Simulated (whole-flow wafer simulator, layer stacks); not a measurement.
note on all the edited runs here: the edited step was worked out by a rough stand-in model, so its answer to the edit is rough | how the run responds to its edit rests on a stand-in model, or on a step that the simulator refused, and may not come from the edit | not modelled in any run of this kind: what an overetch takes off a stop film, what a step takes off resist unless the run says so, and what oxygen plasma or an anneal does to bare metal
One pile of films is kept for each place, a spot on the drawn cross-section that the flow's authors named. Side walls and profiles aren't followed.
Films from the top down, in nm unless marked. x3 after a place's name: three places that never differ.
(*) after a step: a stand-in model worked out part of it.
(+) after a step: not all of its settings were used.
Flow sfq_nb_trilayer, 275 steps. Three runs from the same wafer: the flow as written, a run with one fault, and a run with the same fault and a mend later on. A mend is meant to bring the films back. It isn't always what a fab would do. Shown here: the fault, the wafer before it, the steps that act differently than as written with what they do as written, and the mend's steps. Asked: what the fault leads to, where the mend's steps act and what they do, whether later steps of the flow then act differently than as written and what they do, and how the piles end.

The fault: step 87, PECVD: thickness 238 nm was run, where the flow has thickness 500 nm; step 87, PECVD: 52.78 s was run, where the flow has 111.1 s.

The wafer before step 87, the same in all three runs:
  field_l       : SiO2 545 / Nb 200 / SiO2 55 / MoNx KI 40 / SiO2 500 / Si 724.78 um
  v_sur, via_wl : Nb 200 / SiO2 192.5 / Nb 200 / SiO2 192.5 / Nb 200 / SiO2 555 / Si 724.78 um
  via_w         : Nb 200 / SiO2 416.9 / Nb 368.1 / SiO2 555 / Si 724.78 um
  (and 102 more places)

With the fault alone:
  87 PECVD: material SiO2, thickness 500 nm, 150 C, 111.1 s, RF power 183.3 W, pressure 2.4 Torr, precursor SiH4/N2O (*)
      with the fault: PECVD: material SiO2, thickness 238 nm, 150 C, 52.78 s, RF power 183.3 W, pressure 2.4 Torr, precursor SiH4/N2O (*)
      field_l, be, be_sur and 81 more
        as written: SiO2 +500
        with the fault: SiO2 +238
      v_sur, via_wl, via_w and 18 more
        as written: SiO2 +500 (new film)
        with the fault: SiO2 +238 (new film)
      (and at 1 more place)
  Later steps of the flow that act differently than as written (12 more steps differ only slightly, by at most 2% or 0.5 nm, whichever is larger, and aren't shown):
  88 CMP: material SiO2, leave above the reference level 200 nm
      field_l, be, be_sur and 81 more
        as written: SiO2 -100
        with the fault: nothing
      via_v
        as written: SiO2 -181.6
        with the fault: nothing
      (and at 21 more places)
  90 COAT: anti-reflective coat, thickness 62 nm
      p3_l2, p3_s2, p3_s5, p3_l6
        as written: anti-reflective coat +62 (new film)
        with the fault: anti-reflective coat +64 (new film)
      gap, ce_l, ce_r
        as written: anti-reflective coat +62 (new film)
        with the fault: anti-reflective coat +63.6 (new film)
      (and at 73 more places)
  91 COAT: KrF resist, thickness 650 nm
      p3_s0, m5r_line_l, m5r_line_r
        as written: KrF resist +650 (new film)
        with the fault: KrF resist +668 (new film)
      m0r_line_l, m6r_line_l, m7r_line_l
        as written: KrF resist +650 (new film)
        with the fault: KrF resist +681.6 (new film)
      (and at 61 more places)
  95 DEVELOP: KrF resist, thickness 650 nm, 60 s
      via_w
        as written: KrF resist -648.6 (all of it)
        with the fault: KrF resist -591.5 (all of it)
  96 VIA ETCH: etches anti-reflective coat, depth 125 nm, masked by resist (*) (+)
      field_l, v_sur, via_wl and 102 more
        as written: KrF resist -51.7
        with the fault: KrF resist -40.8
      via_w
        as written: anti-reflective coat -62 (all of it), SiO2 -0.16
        with the fault: anti-reflective coat -49 (all of it), SiO2 -0.12
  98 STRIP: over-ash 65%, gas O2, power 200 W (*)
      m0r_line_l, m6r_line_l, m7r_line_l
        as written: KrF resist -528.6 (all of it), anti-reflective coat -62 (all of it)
        with the fault: KrF resist -571 (all of it), anti-reflective coat -62.2 (all of it)
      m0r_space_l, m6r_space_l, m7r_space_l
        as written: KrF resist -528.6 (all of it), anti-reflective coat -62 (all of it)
        with the fault: KrF resist -560.7 (all of it), anti-reflective coat -80.3 (all of it)
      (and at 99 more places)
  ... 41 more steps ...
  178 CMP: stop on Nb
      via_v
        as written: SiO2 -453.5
        with the fault: SiO2 -340.8
  At the end the piles differ from the flow's by more than 2% or 0.5 nm, whichever is larger, at via_v, ln_m5, lsp_m and 13 more.
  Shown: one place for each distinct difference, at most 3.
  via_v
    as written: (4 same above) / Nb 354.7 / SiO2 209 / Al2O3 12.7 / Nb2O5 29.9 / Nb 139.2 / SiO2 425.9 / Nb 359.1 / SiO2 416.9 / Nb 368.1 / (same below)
    with the fault: (4 same above) / Nb 354.7 / SiO2 459.7 / Al2O3 9.16 / Nb2O5 36.3 / Nb 104.3 / SiO2 344 / Nb 90.1 / SiO2 188.8 / Nb 161.5 / SiO2 199 / Nb 368.1 / (same below)
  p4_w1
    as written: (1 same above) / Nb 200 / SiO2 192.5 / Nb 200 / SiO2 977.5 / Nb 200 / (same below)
    with the fault: (1 same above) / Nb 200 / SiO2 354.5 / Nb 200 / SiO2 815.5 / Nb 200 / (same below)
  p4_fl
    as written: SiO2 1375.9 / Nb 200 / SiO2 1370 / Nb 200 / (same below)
    with the fault: SiO2 1437.9 / Nb 200 / SiO2 1308 / Nb 200 / (same below)

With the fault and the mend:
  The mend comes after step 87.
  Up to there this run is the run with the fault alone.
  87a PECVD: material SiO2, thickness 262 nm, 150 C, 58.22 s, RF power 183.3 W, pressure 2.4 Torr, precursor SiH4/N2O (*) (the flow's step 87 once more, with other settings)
      field_l, v_sur, via_wl and 102 more
        SiO2 +262
      via_v
        SiO2 +263
  Later steps of the flow that act differently than as written:
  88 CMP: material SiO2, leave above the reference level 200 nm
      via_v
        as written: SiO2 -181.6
        with the mend: SiO2 -45.1
  At the end the piles are the same as the flow's at every place that both follow.
